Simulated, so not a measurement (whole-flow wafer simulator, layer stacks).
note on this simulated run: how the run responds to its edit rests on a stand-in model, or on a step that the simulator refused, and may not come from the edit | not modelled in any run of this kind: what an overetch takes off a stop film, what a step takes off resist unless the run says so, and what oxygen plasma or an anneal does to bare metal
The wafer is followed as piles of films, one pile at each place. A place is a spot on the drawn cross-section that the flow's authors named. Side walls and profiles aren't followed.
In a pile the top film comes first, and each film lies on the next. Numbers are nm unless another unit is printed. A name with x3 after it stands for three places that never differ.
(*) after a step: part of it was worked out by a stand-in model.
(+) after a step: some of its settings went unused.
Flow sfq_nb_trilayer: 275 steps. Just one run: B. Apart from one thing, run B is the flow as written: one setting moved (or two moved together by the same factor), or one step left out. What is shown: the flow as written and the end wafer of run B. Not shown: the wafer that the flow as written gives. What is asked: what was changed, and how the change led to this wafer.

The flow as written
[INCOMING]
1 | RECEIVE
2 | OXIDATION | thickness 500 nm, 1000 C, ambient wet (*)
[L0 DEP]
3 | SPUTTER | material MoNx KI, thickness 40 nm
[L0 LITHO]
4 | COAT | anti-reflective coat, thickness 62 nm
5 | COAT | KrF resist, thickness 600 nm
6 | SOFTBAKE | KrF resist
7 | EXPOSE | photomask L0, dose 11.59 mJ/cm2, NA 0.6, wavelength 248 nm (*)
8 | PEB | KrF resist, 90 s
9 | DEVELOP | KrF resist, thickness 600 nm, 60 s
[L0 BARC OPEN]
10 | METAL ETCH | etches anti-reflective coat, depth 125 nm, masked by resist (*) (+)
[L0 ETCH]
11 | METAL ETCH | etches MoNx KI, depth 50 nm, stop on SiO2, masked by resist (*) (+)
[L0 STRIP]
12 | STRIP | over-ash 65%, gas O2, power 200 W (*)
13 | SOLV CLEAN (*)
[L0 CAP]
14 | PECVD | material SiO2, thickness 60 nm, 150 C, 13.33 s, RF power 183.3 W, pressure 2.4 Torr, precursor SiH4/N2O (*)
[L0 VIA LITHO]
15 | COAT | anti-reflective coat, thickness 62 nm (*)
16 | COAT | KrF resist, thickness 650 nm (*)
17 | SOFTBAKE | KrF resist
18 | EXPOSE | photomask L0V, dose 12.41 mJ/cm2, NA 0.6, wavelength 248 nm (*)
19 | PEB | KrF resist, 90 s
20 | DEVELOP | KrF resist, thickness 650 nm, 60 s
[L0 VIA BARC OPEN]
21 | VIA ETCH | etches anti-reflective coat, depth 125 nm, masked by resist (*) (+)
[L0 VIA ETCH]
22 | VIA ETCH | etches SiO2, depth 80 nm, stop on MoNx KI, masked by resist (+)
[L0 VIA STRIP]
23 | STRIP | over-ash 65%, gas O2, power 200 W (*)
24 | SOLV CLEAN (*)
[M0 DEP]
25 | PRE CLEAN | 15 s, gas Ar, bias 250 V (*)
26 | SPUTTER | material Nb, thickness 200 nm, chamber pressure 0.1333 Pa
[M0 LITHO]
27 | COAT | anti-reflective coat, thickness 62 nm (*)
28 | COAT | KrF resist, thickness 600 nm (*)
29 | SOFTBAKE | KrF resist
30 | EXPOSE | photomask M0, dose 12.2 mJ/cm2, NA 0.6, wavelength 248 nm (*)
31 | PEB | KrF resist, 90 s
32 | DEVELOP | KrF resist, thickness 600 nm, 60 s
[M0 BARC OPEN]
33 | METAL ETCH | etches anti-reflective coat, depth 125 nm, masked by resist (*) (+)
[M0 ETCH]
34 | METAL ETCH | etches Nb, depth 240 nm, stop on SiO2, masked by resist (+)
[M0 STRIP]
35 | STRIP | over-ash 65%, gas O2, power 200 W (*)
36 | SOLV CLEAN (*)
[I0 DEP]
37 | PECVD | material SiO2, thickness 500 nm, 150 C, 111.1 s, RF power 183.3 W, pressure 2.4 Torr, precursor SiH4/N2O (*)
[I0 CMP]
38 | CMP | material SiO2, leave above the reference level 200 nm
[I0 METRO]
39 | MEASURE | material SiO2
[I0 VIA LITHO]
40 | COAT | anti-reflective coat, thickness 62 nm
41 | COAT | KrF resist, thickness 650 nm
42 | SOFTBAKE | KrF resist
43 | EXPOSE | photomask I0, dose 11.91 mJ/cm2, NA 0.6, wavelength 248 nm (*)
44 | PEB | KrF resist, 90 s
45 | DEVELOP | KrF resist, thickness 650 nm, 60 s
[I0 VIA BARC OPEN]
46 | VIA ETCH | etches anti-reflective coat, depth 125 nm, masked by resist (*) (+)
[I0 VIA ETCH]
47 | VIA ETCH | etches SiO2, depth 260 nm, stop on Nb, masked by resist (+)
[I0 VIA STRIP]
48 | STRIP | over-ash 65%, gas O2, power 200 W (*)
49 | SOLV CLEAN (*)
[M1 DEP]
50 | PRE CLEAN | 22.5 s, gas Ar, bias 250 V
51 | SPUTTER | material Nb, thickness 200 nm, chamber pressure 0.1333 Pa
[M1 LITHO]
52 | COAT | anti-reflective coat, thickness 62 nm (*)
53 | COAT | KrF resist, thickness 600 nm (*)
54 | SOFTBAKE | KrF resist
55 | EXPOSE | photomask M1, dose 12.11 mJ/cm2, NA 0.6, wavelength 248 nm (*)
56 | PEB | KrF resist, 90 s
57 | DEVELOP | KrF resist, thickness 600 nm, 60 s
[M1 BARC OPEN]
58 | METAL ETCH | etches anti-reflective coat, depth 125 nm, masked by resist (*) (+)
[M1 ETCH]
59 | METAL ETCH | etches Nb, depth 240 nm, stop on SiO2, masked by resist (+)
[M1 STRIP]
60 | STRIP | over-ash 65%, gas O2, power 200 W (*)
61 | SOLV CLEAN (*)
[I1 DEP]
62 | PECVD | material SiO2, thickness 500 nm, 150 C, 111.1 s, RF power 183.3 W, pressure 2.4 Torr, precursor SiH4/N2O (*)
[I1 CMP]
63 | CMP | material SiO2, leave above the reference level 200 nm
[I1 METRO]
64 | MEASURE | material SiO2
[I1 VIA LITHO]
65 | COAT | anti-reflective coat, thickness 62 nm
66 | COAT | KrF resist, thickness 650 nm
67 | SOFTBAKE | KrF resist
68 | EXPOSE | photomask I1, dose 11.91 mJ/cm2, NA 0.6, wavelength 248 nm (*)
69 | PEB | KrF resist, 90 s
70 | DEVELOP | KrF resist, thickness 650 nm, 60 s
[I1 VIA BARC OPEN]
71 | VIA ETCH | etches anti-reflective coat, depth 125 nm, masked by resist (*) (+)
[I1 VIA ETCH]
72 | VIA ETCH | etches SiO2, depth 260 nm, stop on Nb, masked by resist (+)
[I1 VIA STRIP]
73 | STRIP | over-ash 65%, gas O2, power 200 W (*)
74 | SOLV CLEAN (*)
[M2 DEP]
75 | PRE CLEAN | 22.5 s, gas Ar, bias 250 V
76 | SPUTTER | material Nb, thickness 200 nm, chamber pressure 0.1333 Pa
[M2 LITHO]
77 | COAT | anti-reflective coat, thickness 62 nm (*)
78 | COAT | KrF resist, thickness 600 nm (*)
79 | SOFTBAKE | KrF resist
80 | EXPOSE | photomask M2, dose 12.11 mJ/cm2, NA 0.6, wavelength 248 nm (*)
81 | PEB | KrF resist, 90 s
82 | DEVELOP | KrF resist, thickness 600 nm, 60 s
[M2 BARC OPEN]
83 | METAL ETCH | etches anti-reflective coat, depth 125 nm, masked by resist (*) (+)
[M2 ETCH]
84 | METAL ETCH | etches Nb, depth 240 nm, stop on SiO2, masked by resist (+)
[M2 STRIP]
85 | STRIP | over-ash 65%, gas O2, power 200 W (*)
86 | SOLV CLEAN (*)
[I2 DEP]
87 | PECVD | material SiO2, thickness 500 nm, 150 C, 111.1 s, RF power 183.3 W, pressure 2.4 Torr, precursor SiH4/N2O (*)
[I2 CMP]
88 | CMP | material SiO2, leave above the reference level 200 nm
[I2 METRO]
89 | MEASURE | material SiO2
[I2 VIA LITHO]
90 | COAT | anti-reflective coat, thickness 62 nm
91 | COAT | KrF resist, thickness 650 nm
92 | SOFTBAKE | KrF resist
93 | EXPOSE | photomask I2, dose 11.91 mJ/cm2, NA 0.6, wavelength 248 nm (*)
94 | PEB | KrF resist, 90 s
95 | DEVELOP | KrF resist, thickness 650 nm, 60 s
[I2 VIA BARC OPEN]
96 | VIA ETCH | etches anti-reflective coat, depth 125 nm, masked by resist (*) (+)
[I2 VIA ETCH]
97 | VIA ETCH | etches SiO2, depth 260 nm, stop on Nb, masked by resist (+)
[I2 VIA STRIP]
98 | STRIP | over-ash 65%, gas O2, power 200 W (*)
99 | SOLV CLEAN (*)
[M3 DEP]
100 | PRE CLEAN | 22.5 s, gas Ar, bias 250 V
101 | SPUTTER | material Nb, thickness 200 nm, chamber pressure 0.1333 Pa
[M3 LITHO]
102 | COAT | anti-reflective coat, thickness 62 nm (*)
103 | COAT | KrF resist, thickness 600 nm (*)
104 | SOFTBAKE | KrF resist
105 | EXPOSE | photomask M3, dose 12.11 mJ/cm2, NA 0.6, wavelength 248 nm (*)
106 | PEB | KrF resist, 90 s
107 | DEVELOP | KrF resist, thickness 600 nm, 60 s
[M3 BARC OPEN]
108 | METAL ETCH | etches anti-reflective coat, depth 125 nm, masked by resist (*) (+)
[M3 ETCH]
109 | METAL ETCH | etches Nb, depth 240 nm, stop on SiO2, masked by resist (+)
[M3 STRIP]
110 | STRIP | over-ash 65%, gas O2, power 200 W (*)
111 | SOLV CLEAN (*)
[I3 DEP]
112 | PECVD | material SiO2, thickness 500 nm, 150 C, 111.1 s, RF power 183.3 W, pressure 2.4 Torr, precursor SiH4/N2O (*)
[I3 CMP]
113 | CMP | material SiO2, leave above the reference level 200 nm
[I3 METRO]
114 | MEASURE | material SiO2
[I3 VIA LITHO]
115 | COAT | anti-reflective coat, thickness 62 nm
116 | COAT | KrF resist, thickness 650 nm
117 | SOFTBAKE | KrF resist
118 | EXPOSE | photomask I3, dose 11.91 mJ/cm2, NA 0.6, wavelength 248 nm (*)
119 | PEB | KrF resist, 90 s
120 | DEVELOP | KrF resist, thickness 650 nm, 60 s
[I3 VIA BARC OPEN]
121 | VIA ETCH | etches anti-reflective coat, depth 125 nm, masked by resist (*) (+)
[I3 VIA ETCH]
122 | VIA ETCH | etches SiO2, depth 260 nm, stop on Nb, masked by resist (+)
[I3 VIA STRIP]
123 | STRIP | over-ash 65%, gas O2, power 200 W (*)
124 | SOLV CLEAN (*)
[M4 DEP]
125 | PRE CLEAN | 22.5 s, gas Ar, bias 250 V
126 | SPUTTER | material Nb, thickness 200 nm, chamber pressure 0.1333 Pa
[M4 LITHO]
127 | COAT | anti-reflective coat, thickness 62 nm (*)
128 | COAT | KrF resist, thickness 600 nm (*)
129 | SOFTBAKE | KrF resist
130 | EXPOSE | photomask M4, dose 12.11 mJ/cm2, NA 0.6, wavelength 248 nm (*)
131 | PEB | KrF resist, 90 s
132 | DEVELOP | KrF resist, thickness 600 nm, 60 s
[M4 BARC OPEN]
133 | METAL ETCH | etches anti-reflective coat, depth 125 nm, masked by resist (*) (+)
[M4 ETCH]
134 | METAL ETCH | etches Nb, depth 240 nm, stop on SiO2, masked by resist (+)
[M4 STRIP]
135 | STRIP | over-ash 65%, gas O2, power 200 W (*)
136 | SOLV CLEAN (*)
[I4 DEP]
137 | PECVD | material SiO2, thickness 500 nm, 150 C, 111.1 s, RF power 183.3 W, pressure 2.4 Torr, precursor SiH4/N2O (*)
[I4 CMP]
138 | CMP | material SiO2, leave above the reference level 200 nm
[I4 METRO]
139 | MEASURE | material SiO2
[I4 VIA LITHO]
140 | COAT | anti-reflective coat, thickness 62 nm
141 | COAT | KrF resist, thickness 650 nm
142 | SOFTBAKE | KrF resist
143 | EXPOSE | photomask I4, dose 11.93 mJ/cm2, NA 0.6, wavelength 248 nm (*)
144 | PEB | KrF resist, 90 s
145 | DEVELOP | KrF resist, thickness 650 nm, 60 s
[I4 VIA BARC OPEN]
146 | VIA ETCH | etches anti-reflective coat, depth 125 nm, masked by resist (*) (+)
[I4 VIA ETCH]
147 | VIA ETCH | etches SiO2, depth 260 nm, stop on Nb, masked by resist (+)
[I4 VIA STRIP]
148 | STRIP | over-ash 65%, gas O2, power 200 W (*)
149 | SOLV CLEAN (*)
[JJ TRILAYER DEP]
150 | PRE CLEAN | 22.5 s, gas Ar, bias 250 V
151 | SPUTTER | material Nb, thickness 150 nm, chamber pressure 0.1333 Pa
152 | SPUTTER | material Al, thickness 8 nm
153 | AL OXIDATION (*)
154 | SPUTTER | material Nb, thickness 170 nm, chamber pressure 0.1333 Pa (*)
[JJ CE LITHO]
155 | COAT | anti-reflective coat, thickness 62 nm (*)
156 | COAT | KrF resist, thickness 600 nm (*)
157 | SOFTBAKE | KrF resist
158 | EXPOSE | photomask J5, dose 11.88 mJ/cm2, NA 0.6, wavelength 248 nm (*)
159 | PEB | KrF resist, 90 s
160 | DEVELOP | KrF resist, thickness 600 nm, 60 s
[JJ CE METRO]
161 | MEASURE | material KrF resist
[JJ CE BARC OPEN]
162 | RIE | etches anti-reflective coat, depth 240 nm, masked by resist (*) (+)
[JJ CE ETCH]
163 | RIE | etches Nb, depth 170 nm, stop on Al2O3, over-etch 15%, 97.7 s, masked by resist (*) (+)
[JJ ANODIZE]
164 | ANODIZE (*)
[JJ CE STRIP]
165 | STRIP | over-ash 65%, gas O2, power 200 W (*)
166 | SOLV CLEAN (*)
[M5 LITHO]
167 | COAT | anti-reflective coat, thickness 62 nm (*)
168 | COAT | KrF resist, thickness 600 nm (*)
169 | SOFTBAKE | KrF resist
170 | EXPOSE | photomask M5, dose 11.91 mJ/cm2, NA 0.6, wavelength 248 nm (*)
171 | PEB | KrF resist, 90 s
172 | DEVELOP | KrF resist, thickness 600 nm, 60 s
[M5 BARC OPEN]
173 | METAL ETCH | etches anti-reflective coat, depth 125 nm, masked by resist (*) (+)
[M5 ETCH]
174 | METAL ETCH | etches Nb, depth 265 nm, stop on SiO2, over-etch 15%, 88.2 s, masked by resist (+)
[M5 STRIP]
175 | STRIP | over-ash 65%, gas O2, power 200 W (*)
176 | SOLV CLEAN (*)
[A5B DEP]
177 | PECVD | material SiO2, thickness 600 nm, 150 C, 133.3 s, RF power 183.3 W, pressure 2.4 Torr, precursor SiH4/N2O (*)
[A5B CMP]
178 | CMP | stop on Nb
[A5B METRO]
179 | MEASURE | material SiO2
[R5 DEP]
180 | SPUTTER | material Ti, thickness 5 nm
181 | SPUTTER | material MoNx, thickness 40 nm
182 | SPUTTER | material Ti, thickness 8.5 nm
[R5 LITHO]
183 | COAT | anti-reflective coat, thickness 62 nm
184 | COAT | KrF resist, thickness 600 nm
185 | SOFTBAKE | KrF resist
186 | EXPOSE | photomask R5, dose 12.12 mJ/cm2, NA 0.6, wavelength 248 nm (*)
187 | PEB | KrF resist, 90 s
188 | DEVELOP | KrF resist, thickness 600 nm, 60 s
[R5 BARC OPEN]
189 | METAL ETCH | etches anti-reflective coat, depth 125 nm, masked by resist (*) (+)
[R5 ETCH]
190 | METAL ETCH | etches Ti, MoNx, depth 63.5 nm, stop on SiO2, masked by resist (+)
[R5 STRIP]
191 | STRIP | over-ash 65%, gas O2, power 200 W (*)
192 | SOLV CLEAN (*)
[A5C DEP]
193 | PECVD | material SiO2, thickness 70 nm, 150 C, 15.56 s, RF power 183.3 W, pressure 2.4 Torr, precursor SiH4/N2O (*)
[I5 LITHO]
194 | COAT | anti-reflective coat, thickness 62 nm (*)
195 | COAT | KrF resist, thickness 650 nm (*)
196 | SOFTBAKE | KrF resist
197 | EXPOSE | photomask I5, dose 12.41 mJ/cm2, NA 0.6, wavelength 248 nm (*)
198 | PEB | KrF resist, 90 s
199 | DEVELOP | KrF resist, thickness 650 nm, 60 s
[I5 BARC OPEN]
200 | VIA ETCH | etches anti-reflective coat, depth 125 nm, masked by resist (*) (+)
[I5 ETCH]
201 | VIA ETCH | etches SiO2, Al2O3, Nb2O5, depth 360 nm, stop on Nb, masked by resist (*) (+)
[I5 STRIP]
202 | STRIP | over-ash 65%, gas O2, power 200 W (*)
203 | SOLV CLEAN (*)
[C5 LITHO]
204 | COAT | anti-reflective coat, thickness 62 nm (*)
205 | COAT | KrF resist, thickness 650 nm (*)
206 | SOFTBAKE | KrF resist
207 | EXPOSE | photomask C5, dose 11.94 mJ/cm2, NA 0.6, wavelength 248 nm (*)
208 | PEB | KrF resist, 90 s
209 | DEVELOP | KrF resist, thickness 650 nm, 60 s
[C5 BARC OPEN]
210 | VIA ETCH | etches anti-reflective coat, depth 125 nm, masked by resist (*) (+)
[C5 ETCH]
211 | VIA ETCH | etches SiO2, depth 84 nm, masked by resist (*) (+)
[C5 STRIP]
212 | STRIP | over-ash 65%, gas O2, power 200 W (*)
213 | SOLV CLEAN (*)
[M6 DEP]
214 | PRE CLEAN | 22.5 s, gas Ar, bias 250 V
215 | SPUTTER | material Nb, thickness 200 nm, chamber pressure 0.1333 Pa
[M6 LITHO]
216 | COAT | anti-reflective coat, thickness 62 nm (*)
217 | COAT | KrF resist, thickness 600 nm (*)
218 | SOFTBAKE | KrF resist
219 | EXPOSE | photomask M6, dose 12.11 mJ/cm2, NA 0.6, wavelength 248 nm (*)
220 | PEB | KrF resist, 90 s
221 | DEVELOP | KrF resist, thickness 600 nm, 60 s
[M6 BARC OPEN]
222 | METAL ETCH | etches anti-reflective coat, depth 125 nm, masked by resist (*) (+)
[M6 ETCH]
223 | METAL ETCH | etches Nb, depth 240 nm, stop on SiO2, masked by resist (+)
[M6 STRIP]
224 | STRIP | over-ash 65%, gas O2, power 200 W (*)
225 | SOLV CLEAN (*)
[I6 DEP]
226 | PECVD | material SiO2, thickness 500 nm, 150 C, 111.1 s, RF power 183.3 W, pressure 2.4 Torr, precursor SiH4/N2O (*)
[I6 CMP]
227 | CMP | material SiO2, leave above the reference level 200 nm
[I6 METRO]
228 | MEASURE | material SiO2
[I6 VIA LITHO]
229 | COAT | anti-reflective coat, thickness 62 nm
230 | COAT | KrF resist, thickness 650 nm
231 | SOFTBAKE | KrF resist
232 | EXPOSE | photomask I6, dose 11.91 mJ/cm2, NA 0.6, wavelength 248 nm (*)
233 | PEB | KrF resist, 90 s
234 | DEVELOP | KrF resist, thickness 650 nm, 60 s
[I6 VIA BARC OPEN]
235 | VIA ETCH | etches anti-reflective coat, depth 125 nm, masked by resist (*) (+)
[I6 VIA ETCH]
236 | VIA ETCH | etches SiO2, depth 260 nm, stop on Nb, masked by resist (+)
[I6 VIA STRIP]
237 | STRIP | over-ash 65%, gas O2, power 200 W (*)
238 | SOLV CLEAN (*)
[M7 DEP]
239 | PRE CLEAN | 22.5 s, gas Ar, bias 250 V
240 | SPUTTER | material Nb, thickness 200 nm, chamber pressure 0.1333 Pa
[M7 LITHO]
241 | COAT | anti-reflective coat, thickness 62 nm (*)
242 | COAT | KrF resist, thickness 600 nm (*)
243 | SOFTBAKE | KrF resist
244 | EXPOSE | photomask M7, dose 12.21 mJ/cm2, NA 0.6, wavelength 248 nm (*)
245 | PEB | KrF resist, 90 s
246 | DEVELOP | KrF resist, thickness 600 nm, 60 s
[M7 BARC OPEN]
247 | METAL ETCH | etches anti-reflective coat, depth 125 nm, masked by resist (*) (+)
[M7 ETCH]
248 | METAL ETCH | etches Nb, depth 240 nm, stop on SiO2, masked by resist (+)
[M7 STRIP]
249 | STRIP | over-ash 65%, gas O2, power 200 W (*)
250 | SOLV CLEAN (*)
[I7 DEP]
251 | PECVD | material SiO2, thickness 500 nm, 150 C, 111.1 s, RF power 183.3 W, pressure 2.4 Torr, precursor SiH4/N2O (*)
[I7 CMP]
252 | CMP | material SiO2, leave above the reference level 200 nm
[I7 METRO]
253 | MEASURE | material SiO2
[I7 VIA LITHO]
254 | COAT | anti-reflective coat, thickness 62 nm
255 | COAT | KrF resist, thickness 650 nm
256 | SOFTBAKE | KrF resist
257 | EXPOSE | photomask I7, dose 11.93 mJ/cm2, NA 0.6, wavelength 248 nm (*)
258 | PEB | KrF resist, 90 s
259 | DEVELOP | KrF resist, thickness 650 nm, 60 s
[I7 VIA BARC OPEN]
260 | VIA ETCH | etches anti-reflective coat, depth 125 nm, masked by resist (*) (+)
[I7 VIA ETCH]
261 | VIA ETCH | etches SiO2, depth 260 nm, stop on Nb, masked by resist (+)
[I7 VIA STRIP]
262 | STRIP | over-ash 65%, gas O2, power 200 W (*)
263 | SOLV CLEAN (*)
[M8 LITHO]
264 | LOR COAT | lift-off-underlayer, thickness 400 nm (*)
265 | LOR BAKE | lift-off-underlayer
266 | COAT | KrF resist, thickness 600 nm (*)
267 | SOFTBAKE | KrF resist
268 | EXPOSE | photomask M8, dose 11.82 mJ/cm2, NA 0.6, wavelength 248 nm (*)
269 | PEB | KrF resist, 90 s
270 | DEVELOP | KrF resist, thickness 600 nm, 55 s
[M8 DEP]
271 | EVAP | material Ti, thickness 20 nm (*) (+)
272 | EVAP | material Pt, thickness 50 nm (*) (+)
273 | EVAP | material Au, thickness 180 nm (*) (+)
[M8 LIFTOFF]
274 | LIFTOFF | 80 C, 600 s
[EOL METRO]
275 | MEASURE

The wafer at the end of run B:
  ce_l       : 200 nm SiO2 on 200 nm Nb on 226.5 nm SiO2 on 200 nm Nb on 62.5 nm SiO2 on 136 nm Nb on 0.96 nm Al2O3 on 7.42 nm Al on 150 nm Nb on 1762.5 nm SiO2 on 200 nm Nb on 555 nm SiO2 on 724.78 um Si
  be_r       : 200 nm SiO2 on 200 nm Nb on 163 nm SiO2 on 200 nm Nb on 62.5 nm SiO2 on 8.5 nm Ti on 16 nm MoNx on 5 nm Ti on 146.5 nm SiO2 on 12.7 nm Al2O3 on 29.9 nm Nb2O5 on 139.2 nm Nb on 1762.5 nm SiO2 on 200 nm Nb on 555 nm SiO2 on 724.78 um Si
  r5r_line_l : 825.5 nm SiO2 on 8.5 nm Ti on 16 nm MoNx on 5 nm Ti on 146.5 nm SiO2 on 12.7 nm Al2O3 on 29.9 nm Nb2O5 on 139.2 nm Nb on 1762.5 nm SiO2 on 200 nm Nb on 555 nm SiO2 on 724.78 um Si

What caused this: step 181, SPUTTER: thickness 16 nm was run, whereas the flow has thickness 40 nm.
The wafer itself shows it: be_r has MoNx 16, and step 181 as written asks for 40 nm.

How this came from the change, step by step:
  181 | SPUTTER | material MoNx, thickness 40 nm
      field_l, v_sur, via_wl and 103 more: MoNx gains 16 (new film) (in the flow as written it would be: MoNx gains 40 (new film))
  190 | METAL ETCH | etches Ti, MoNx, depth 63.5 nm, stop on SiO2, masked by resist (+)
      field_l, v_sur, via_wl and 92 more: Ti loses 8.5 (all of it), MoNx loses 16 (all of it), Ti loses 5 (all of it) (in the flow as written it would be: Ti loses 8.5 (all of it), MoNx loses 40 (all of it), Ti loses 5 (all of it))
      ce_l, c5j, ce_r, wl_jj: Ti loses 8.5 (all of it), MoNx loses 16 (all of it), Ti loses 5 (all of it), Nb loses 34 (in the flow as written it would be: Ti loses 8.5 (all of it), MoNx loses 40 (all of it), Ti loses 5 (all of it), Nb loses 10)
  194 | COAT | anti-reflective coat, thickness 62 nm (*)
      wl_j_sl, wl_j_sr: anti-reflective coat gains 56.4 (new film) (in the flow as written it would be: anti-reflective coat gains 60.2 (new film))
      r5r_spacepad_l, r5r_spacepad_r: anti-reflective coat gains 74.1 (new film) (in the flow as written it would be: anti-reflective coat gains 84.4 (new film))
      (and at 15 other places as well)
  202 | STRIP | over-ash 65%, gas O2, power 200 W (*)
      wl_j_sl, wl_j_sr: KrF resist loses 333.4 (all of it), anti-reflective coat loses 56.4 (all of it) (in the flow as written it would be: KrF resist loses 333.3 (all of it), anti-reflective coat loses 60.2 (all of it))
      r5r_spacepad_l, r5r_spacepad_r: KrF resist loses 334.7 (all of it), anti-reflective coat loses 74.1 (all of it) (in the flow as written it would be: KrF resist loses 335.6 (all of it), anti-reflective coat loses 84.4 (all of it))
      (and at 15 other places as well)
  204 | COAT | anti-reflective coat, thickness 62 nm (*)
      wl_j_sl, wl_j_sr: anti-reflective coat gains 56.4 (new film) (in the flow as written it would be: anti-reflective coat gains 60.2 (new film))
      r5r_spacepad_l, r5r_spacepad_r: anti-reflective coat gains 74.1 (new film) (in the flow as written it would be: anti-reflective coat gains 84.4 (new film))
      (and at 15 other places as well)
  210 | VIA ETCH | etches anti-reflective coat, depth 125 nm, masked by resist (*) (+)
      field_l, v_sur, via_wl and 101 more: KrF resist loses 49 (in the flow as written it would be: KrF resist loses 47.4)
      c5j: anti-reflective coat loses 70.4 (all of it), SiO2 loses 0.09 (in the flow as written it would be: anti-reflective coat loses 63.9 (all of it), SiO2 loses 0.11)
      (and at 1 other place as well)
  212 | STRIP | over-ash 65%, gas O2, power 200 W (*)
      wl_j_sl, wl_j_sr: KrF resist loses 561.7 (all of it), anti-reflective coat loses 56.4 (all of it) (in the flow as written it would be: KrF resist loses 563.4 (all of it), anti-reflective coat loses 60.2 (all of it))
      r5r_spacepad_l, r5r_spacepad_r: KrF resist loses 563 (all of it), anti-reflective coat loses 74.1 (all of it) (in the flow as written it would be: KrF resist loses 565.8 (all of it), anti-reflective coat loses 84.4 (all of it))
      (and at 13 other places as well)
  216 | COAT | anti-reflective coat, thickness 62 nm (*)
      r5r_line_l, r5r_line_c, r5r_line_r: anti-reflective coat gains 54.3 (new film) (in the flow as written it would be: anti-reflective coat gains 50 (new film))
      wl_j_sl, wl_j_sr: anti-reflective coat gains 56.5 (new film) (in the flow as written it would be: anti-reflective coat gains 60.2 (new film))
      (and at 14 other places as well)
  222 | METAL ETCH | etches anti-reflective coat, depth 125 nm, masked by resist (*) (+)
      r5r_line_l, r5r_line_c, r5r_line_r: anti-reflective coat loses 54.3 (all of it) (in the flow as written it would be: anti-reflective coat loses 50 (all of it))
      r5r_spacepad_l, r5r_spacepad_r: anti-reflective coat loses 74.4 (all of it) (in the flow as written it would be: anti-reflective coat loses 85.7 (all of it))
      (and at 2 other places as well)
  224 | STRIP | over-ash 65%, gas O2, power 200 W (*)
      wl_j_sl, wl_j_sr: KrF resist loses 382.2 (all of it), anti-reflective coat loses 56.5 (all of it) (in the flow as written it would be: KrF resist loses 382.5 (all of it), anti-reflective coat loses 60.2 (all of it))
      jj_sur: KrF resist loses 377 (all of it), anti-reflective coat loses 51.9 (all of it) (in the flow as written it would be: KrF resist loses 378.5 (all of it), anti-reflective coat loses 56.1 (all of it))
      (and at 9 other places as well)
  226 | PECVD | material SiO2, thickness 500 nm, 150 C, 111.1 s, RF power 183.3 W, pressure 2.4 Torr, precursor SiH4/N2O (*)
      r5r_spacepad_l, r5r_spacepad_r: SiO2 gains 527 (in the flow as written it would be: SiO2 gains 553.5)
  227 | CMP | material SiO2, leave above the reference level 200 nm
      ce_l, ce_r, wl_jj: SiO2 loses 266 (in the flow as written it would be: SiO2 loses 290)
      be_r, r_sur, r_end: SiO2 loses 329.5 (in the flow as written it would be: SiO2 loses 353.5)
      (and at 7 other places as well)
